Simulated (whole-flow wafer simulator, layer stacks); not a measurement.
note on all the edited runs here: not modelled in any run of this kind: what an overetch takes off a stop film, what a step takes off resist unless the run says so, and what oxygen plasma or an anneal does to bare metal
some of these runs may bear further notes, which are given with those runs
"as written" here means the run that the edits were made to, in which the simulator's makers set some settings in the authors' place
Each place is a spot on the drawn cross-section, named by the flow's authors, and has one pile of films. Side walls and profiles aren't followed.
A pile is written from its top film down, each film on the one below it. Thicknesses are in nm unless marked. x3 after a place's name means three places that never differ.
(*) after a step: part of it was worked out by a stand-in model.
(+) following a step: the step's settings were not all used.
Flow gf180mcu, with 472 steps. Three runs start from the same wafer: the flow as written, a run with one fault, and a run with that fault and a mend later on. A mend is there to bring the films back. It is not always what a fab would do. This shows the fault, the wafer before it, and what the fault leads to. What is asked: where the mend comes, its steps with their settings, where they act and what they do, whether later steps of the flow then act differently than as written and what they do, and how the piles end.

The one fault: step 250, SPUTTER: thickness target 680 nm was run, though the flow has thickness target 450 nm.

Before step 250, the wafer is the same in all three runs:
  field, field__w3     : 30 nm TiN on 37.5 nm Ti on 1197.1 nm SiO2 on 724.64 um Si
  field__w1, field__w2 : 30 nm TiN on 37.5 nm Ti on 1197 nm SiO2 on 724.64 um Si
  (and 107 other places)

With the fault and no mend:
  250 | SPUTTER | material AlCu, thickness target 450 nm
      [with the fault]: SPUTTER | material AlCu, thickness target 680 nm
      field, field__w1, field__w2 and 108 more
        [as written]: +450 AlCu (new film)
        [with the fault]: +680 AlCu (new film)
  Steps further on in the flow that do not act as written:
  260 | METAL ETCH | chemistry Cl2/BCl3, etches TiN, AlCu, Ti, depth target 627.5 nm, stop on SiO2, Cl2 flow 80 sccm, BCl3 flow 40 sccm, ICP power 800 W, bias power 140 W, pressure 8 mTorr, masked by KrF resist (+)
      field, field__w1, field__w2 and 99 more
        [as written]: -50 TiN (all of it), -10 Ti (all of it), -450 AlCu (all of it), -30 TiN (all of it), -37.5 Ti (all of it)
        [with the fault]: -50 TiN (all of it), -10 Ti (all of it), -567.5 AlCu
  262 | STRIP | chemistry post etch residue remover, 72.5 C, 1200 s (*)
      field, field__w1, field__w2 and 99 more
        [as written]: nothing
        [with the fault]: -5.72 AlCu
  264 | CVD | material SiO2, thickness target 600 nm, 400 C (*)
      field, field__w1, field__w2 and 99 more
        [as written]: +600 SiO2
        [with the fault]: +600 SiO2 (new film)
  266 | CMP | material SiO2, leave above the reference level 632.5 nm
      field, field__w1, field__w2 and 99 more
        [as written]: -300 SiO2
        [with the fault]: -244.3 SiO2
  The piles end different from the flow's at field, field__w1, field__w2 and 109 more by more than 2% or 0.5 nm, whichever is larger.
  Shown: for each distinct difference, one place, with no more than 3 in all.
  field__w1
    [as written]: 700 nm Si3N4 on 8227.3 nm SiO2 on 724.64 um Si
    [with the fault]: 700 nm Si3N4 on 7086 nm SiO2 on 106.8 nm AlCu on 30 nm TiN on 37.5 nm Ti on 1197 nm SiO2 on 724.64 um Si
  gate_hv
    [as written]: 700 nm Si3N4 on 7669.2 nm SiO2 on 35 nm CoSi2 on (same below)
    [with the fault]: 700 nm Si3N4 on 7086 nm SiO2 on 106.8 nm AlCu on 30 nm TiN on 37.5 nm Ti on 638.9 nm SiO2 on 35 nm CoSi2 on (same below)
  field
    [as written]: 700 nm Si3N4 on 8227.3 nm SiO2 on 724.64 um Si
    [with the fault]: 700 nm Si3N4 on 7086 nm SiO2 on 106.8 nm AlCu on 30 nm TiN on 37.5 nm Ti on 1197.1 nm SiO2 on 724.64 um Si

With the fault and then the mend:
  The mend follows step 250.
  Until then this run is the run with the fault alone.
  250a | METAL ETCH | chemistry Cl2/BCl3, etches TiN, AlCu, Ti, depth target 230 nm, Cl2 flow 80 sccm, BCl3 flow 40 sccm, ICP power 800 W, bias power 140 W, pressure 8 mTorr
      field, field__w1, field__w2 and 108 more
        -230 AlCu
  Later steps of the flow that are run all act as written at every place that is followed.
  By the end, the piles equal the flow's at every place that both follow.
